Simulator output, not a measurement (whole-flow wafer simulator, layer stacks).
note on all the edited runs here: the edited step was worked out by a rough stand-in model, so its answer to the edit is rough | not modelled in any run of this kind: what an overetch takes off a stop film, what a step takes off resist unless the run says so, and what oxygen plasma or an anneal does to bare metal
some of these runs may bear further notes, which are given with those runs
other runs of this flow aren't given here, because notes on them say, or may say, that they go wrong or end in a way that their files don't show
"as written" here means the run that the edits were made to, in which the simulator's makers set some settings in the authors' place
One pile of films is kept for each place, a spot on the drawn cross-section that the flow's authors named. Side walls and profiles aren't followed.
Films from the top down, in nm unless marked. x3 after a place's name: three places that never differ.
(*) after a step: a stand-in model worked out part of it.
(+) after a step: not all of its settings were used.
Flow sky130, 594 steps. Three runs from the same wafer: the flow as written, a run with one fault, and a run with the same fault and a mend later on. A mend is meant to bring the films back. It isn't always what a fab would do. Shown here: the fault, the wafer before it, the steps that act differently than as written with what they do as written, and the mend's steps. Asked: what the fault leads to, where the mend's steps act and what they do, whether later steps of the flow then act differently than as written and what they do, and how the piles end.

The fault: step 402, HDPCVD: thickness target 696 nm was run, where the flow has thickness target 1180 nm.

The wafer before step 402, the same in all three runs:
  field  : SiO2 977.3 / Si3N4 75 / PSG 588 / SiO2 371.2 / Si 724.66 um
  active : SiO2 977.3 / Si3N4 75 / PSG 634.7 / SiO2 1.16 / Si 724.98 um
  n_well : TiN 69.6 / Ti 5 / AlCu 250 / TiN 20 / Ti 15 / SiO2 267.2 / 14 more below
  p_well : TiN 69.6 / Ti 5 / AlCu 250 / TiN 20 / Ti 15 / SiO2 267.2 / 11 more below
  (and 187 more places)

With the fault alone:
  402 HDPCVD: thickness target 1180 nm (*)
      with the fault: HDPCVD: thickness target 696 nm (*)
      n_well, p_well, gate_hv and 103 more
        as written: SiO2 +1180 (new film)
        with the fault: SiO2 +696 (new film)
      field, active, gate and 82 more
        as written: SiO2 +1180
        with the fault: SiO2 +696
  Later steps of the flow that act differently than as written (22 more steps differ only slightly, by at most 2% or 0.5 nm, whichever is larger, and aren't shown):
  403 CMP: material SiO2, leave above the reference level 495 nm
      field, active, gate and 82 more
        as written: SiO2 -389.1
        with the fault: nothing
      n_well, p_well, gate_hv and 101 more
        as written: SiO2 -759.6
        with the fault: SiO2 -275.6
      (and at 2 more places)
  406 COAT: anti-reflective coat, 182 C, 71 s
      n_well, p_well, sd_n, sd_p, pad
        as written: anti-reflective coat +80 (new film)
        with the fault: anti-reflective coat +3 (new film)
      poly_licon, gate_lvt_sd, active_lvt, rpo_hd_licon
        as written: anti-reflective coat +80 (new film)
        with the fault: anti-reflective coat +81.9 (new film)
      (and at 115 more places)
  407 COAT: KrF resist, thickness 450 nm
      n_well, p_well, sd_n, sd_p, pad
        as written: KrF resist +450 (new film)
        with the fault: KrF resist +434.4 (new film)
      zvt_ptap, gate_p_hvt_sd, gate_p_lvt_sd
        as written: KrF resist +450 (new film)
        with the fault: KrF resist +466.6 (new film)
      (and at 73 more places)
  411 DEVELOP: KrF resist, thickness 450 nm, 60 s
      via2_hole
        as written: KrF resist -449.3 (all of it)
        with the fault: KrF resist -422.7 (all of it)
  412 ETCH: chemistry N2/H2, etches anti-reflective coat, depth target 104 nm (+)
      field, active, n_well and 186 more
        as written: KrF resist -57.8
        with the fault: KrF resist -18.8
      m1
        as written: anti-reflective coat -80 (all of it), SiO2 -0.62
        with the fault: anti-reflective coat -22.5 (all of it), SiO2 -0.29
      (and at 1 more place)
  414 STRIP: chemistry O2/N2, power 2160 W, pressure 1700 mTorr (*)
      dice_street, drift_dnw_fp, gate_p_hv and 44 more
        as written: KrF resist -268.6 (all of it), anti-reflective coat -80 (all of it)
        with the fault: KrF resist -307.6 (all of it), anti-reflective coat -80 (all of it)
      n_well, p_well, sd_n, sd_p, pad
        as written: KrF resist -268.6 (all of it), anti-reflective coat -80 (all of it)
        with the fault: KrF resist -292.1 (all of it), anti-reflective coat -3 (all of it)
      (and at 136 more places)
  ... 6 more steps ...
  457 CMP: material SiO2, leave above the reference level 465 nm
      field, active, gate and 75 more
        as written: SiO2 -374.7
        with the fault: SiO2 -393.2
  At the end the piles differ from the flow's by more than 2% or 0.5 nm, whichever is larger, at field, active, gate and 84 more.
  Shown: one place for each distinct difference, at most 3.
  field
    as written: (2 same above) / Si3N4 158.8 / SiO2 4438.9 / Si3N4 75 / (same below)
    with the fault: (2 same above) / Si3N4 158.8 / SiO2 2681.9 / W 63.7 / TiN 20 / SiO2 1673.3 / Si3N4 75 / (same below)
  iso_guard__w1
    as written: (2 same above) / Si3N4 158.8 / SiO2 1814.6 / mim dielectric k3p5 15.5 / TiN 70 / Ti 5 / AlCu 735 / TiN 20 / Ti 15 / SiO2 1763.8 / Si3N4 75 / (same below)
    with the fault: (2 same above) / Si3N4 158.8 / SiO2 1815.2 / mim dielectric k3p5 15.5 / TiN 70 / Ti 5 / AlCu 735 / TiN 20 / Ti 15 / W 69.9 / TiN 20 / SiO2 1673.3 / Si3N4 75 / (same below)
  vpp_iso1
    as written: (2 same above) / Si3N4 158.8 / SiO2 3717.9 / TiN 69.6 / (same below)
    with the fault: (2 same above) / Si3N4 158.8 / SiO2 2681.9 / W 63.7 / TiN 20 / SiO2 952.3 / TiN 69.6 / (same below)

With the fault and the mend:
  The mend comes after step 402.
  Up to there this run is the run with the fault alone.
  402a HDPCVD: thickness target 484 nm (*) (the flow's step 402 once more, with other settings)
      field, active, n_well and 188 more
        SiO2 +484
  No later step of the flow acts differently than as written, at any place that is followed, by more than 2% or 0.5 nm, whichever is larger.
  At the end the piles are the same as the flow's at every place that both follow.
